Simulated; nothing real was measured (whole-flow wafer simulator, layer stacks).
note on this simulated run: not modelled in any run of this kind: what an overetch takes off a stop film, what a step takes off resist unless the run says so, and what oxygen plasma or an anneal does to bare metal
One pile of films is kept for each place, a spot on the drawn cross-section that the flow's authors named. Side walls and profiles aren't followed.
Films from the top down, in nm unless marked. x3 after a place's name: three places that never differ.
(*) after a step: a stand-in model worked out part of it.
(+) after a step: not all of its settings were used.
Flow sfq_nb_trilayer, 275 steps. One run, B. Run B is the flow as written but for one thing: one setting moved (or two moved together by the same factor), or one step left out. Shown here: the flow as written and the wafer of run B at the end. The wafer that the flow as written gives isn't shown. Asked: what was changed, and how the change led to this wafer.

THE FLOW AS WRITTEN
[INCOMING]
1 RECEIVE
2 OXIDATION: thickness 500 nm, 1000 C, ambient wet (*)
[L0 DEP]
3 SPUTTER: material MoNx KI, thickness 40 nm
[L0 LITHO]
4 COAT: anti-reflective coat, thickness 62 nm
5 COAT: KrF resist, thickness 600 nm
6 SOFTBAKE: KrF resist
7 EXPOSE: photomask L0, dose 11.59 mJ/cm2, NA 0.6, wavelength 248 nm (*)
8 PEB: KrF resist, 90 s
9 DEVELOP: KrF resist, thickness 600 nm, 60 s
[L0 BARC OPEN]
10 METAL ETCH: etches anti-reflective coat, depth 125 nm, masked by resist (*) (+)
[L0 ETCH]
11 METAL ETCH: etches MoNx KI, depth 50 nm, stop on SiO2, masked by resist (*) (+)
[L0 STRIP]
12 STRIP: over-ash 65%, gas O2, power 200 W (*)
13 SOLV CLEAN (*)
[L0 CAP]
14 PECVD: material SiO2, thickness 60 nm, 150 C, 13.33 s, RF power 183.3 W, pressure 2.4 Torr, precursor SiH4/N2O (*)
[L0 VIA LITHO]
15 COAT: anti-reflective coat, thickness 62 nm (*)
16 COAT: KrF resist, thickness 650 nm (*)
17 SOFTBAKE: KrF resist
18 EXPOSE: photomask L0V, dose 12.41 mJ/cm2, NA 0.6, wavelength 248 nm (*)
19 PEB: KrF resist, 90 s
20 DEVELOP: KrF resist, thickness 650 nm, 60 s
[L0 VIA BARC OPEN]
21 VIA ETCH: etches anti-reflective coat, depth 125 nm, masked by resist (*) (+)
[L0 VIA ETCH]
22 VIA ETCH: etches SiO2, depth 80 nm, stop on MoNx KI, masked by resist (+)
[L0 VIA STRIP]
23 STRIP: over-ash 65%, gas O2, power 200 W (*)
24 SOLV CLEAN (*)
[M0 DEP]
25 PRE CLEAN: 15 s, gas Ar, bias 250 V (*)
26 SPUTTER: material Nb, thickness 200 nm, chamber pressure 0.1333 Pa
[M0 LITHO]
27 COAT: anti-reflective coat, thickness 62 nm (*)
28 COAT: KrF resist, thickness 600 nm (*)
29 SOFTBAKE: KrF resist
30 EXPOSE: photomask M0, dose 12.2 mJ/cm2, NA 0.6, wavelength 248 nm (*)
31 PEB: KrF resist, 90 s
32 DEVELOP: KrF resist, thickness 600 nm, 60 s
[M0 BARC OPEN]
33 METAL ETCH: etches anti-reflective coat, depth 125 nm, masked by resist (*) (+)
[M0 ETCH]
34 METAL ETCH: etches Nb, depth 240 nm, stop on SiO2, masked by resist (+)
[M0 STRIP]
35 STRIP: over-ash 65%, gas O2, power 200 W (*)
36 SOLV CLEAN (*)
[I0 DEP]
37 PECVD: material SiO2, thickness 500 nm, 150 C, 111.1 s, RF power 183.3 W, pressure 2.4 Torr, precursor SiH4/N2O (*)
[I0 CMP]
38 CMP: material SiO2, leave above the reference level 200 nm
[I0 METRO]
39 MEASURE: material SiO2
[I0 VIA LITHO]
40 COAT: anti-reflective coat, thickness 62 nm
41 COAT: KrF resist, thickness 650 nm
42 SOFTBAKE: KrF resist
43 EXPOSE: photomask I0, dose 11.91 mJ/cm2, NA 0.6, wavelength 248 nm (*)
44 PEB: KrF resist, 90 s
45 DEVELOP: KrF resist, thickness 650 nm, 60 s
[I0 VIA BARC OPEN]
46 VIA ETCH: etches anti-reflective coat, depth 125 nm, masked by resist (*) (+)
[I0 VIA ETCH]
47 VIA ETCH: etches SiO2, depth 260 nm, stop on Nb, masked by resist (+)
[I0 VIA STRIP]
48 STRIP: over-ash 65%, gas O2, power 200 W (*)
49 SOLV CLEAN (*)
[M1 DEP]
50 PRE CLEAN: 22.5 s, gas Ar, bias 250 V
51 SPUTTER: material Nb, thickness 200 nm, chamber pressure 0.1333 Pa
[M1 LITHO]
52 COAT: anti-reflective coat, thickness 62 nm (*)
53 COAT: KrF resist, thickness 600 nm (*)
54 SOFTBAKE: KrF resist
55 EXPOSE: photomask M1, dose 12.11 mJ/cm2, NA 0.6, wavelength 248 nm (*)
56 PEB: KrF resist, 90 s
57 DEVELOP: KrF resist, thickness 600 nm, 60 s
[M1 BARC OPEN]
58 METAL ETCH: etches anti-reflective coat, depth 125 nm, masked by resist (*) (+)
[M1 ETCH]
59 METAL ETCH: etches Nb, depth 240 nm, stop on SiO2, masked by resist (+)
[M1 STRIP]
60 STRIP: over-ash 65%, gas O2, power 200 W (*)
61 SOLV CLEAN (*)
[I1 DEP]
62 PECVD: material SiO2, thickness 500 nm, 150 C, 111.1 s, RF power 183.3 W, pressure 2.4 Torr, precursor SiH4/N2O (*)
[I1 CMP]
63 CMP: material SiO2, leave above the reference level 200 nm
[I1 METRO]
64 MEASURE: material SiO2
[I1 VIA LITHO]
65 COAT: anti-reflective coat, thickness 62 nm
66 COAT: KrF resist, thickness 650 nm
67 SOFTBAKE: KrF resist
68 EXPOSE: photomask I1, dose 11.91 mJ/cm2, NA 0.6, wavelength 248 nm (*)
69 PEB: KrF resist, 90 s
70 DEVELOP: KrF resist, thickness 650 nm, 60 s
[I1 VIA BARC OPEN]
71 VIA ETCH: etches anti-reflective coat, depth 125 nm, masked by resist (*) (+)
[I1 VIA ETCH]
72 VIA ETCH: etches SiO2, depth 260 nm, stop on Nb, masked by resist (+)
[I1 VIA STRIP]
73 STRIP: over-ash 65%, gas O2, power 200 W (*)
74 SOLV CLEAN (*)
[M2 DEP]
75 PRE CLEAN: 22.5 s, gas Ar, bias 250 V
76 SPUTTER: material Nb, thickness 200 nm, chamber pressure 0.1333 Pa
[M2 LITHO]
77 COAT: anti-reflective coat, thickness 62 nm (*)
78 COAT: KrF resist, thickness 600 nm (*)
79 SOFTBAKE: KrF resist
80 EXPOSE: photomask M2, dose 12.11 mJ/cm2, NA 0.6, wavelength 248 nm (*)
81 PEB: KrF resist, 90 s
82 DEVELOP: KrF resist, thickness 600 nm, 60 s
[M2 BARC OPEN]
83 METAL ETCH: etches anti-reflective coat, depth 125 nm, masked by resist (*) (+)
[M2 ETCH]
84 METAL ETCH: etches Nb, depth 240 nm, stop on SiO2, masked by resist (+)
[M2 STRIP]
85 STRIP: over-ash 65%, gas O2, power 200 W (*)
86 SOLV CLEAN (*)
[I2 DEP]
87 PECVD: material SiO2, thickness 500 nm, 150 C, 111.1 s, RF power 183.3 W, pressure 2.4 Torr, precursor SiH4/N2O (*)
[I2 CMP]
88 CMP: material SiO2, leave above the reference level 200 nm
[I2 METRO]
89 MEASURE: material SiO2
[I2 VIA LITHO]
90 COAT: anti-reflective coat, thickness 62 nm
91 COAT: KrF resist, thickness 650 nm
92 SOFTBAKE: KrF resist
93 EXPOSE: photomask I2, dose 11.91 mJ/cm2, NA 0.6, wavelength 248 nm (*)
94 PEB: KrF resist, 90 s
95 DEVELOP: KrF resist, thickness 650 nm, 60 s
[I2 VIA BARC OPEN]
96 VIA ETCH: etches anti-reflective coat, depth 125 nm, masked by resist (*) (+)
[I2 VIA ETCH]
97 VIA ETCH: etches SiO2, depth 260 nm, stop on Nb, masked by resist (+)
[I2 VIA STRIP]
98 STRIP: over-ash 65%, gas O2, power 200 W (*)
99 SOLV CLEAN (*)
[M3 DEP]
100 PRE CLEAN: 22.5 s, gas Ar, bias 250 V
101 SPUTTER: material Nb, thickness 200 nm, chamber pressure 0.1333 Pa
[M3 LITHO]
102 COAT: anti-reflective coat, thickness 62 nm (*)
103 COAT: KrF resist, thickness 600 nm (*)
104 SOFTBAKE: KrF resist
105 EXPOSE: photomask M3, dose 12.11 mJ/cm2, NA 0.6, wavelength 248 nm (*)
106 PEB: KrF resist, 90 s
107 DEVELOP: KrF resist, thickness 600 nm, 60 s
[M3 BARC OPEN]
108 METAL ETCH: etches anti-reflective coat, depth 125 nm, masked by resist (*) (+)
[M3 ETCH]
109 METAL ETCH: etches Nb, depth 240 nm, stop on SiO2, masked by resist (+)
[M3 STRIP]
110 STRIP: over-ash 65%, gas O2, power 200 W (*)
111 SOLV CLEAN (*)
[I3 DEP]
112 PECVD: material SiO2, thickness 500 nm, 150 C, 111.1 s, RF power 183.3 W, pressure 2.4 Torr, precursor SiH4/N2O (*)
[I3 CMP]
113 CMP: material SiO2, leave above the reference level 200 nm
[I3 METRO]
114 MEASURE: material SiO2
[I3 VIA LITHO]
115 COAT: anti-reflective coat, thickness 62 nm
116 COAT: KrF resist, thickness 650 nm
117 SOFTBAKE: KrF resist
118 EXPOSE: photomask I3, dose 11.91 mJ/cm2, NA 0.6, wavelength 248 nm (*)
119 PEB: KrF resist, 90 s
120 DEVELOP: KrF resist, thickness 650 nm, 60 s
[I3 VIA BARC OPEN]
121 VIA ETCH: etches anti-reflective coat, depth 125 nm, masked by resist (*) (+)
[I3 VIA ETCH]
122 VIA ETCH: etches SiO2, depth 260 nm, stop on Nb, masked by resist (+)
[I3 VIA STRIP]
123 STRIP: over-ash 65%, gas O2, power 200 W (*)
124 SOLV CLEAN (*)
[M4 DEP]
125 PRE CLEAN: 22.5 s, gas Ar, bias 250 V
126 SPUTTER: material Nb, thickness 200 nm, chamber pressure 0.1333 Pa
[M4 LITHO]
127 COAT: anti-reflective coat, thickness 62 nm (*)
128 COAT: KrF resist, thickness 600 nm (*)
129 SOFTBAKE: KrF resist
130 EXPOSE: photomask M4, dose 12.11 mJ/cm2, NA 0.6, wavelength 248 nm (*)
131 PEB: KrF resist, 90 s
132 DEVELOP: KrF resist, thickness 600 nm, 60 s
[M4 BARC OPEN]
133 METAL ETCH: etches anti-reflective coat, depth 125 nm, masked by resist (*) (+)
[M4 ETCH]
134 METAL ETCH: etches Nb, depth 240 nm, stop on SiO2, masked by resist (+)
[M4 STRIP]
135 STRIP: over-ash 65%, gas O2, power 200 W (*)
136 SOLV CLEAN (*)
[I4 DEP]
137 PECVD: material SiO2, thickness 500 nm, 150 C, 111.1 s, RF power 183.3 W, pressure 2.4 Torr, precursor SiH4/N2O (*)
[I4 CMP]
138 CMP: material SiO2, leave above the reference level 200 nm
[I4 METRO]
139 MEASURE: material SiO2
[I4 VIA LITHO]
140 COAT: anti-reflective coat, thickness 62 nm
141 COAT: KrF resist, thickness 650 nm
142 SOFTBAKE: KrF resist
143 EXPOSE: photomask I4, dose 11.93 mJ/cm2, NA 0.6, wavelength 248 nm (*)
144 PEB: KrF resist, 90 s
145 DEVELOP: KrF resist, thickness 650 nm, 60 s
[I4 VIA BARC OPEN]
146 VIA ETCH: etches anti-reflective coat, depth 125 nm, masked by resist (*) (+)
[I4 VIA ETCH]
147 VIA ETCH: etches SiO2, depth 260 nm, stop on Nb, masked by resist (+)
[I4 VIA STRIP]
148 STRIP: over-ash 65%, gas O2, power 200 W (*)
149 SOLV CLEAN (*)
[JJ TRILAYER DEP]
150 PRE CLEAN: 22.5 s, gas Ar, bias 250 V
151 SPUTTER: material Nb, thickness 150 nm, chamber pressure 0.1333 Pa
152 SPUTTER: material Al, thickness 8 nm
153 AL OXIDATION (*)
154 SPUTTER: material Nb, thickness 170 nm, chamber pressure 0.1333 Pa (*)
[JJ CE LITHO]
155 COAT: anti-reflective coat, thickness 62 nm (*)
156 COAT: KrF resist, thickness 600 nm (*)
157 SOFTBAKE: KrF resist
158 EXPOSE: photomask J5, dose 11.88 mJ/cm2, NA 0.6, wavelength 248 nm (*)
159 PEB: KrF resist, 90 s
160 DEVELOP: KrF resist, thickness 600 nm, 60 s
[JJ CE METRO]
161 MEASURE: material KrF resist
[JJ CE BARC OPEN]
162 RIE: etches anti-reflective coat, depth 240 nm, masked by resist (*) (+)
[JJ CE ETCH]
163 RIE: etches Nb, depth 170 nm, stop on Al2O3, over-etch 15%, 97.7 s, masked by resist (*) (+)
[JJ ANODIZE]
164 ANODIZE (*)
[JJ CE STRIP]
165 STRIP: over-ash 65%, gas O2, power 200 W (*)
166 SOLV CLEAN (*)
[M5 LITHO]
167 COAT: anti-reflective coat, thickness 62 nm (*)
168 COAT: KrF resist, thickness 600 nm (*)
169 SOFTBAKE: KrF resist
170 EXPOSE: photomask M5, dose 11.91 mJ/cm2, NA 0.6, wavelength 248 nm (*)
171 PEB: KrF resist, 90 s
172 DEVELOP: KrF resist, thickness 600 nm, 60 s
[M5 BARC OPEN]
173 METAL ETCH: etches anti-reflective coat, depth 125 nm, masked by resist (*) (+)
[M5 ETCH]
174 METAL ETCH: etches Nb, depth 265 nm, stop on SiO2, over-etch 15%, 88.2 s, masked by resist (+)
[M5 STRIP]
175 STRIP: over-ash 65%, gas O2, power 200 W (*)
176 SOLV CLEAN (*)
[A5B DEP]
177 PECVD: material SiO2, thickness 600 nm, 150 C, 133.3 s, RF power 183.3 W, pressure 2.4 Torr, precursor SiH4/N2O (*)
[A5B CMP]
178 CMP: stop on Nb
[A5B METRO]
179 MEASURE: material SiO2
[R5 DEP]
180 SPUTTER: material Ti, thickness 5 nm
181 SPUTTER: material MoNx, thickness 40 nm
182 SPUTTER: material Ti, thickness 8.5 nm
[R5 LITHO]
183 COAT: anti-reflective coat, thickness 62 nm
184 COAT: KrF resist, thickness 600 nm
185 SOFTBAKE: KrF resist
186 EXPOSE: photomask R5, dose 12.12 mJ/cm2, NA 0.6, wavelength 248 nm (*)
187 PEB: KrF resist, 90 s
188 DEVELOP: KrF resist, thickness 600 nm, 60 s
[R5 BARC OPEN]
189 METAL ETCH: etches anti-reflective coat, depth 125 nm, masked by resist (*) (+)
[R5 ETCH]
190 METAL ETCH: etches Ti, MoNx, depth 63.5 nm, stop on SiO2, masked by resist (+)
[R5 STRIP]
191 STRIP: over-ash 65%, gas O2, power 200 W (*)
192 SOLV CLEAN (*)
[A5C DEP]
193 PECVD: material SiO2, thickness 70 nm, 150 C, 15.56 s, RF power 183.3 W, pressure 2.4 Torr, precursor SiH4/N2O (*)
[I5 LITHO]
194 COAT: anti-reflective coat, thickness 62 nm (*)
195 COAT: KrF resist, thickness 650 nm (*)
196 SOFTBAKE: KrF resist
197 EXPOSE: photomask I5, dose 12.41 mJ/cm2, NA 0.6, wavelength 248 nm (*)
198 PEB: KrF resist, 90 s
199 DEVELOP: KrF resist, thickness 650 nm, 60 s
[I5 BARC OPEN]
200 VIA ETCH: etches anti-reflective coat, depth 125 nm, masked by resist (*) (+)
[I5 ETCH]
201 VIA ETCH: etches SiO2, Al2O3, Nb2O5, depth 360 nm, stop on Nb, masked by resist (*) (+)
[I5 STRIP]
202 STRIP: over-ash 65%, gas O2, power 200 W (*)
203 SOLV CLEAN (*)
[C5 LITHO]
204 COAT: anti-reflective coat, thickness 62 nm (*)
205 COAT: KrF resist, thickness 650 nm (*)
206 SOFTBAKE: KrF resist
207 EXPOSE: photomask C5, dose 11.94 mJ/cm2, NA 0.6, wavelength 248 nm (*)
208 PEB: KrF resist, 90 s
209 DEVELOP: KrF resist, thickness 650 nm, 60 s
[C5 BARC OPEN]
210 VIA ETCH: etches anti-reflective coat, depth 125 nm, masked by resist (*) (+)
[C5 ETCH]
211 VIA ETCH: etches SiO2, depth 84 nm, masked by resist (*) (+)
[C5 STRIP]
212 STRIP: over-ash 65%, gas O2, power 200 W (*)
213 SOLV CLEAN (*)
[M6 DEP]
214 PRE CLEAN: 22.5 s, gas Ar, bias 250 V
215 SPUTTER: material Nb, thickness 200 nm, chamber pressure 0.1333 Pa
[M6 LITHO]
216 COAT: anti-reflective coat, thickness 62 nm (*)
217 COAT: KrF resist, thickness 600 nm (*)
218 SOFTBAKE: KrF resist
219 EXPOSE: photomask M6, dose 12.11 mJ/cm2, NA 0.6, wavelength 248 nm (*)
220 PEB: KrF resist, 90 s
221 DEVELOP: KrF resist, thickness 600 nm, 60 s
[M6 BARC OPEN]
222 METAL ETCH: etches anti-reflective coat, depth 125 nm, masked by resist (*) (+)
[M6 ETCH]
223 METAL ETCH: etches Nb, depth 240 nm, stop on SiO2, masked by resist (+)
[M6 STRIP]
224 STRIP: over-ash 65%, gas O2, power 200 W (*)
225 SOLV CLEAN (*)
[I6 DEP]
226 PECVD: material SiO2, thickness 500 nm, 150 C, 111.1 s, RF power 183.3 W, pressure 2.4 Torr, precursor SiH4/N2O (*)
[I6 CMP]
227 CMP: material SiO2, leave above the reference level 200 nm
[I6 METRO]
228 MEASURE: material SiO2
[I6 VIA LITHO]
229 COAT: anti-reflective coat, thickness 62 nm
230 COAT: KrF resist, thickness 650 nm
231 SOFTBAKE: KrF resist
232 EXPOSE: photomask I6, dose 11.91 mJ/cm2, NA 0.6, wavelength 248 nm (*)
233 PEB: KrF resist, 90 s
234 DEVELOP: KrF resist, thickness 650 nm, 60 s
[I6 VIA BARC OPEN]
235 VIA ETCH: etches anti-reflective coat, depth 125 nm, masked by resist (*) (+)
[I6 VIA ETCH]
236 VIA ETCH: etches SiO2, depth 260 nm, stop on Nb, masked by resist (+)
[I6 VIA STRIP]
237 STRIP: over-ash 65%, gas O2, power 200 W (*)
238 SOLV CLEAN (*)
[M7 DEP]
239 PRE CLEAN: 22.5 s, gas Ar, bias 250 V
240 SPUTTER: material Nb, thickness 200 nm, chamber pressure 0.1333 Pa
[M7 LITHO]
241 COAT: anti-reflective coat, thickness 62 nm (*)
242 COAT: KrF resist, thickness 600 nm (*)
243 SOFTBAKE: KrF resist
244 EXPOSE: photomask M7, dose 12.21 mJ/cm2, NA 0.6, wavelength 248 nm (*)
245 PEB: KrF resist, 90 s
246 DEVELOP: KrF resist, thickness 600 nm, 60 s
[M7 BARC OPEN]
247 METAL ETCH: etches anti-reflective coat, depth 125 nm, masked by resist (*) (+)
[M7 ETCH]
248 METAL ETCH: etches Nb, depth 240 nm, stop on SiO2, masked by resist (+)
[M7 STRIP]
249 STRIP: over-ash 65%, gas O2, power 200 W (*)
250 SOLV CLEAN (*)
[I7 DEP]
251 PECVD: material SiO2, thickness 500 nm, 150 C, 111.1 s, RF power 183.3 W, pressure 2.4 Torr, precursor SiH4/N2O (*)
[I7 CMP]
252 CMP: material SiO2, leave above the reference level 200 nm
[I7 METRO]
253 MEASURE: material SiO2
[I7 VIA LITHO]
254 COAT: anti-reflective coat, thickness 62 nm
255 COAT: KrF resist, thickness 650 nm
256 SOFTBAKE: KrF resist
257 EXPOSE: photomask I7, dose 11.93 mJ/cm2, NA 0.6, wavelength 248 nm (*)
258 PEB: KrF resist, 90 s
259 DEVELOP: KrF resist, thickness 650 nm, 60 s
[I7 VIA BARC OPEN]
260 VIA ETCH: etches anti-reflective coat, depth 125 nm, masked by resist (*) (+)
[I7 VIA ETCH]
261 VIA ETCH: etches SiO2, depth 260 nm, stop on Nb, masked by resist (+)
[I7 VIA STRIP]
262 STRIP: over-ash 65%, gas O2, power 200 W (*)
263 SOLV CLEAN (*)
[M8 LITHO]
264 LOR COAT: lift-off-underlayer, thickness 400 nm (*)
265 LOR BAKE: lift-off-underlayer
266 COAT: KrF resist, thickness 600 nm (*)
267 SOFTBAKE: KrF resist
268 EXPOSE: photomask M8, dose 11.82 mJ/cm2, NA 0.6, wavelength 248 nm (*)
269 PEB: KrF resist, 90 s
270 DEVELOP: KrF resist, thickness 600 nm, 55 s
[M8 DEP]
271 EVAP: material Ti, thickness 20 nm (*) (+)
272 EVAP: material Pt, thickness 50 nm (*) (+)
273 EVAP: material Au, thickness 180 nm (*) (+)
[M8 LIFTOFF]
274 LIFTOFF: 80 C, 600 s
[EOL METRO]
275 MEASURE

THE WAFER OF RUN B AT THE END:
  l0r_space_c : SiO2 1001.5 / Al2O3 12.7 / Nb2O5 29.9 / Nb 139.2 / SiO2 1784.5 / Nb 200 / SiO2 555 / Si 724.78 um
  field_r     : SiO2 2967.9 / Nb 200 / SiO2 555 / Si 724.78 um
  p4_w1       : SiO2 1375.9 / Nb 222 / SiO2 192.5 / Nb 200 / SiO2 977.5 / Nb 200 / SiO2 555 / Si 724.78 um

The cause: step 126, SPUTTER: thickness 222 nm was run, where the flow has thickness 200 nm.
It can be read off the wafer: p4_w1 has Nb 222, and step 126 as written asks for 200 nm.

How the change led to this, step by step:
  126 SPUTTER: material Nb, thickness 200 nm, chamber pressure 0.1333 Pa
      field_l, v_sur, via_wl and 102 more: Nb +222 (new film) (as written it would be: Nb +200 (new film))
      via_v: Nb +184 (as written it would be: Nb +165.5)
  134 METAL ETCH: etches Nb, depth 240 nm, stop on SiO2, masked by resist (+)
      field_l, be, be_sur and 64 more: Nb -222 (all of it) (as written it would be: Nb -200 (all of it))
  137 PECVD: material SiO2, thickness 500 nm, 150 C, 111.1 s, RF power 183.3 W, pressure 2.4 Torr, precursor SiH4/N2O (*)
      p3_s0, p3_s1, p3_s2, p3_s3, p3_s4, p3_s5: SiO2 +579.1 (as written it would be: SiO2 +557.1)
  138 CMP: material SiO2, leave above the reference level 200 nm
      field_l, be, be_sur and 55 more: SiO2 -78 (as written it would be: SiO2 -100)
      lsp_r, l0_sur, l0v: SiO2 -69 (as written it would be: SiO2 -91.9)
